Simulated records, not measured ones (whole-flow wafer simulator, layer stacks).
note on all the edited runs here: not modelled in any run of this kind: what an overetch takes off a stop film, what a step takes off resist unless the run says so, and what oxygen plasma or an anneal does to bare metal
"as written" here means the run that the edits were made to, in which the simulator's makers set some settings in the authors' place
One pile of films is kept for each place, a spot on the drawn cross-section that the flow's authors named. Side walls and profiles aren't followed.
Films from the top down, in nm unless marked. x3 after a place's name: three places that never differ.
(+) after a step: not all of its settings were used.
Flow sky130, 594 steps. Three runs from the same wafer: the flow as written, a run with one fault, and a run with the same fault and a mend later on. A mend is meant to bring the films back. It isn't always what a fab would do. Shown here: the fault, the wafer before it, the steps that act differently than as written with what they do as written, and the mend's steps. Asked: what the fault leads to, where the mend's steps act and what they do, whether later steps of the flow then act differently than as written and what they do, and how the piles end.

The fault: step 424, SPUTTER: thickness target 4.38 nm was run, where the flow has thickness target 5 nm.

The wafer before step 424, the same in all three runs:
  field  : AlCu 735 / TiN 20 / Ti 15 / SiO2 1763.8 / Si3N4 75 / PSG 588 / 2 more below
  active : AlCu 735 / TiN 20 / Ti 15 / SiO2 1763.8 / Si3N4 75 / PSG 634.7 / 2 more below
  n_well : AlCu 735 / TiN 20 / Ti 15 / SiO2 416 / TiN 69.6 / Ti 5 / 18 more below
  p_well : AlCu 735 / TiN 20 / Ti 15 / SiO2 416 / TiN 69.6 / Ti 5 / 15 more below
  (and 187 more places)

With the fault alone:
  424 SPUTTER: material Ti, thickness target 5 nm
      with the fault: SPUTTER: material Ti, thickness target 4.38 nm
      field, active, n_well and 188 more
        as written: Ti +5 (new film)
        with the fault: Ti +4.38 (new film)
  Later steps of the flow that act differently than as written (9 more steps differ only slightly, by at most 2% or 0.5 nm, whichever is larger, and aren't shown):
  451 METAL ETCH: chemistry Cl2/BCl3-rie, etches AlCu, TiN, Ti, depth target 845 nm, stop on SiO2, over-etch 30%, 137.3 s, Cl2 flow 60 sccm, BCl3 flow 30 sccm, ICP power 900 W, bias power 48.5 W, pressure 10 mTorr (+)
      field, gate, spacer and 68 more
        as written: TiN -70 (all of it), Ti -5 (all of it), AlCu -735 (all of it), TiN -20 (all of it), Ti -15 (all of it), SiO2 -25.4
        with the fault: TiN -70 (all of it), Ti -4.38 (all of it), AlCu -735 (all of it), TiN -20 (all of it), Ti -15 (all of it), SiO2 -25.4
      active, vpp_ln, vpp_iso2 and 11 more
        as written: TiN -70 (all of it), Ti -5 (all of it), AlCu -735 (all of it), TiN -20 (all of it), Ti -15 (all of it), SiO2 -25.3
        with the fault: TiN -70 (all of it), Ti -4.38 (all of it), AlCu -735 (all of it), TiN -20 (all of it), Ti -15 (all of it), SiO2 -25.4
  At the end the piles differ from the flow's by more than 2% or 0.5 nm, whichever is larger, at n_well, p_well, gate_hv and 104 more.
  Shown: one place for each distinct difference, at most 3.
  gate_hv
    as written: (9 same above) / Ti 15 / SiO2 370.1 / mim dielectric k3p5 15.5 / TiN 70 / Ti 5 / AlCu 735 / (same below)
    with the fault: (9 same above) / Ti 15 / SiO2 370.7 / mim dielectric k3p5 15.5 / TiN 70 / Ti 4.38 / AlCu 735 / (same below)
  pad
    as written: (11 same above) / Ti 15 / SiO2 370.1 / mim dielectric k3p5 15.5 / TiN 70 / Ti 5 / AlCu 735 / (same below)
    with the fault: (11 same above) / Ti 15 / SiO2 370.7 / mim dielectric k3p5 15.5 / TiN 70 / Ti 4.38 / AlCu 735 / (same below)
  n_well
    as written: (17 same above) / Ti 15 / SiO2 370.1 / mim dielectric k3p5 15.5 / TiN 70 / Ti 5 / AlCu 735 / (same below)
    with the fault: (17 same above) / Ti 15 / SiO2 370.7 / mim dielectric k3p5 15.5 / TiN 70 / Ti 4.38 / AlCu 735 / (same below)

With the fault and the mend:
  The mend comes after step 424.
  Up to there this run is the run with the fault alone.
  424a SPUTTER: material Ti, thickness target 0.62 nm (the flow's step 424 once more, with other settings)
      field, active, n_well and 188 more
        Ti +0.62
  No later step of the flow acts differently than as written at any place that is followed.
  At the end the piles are the same as the flow's at every place that both follow.
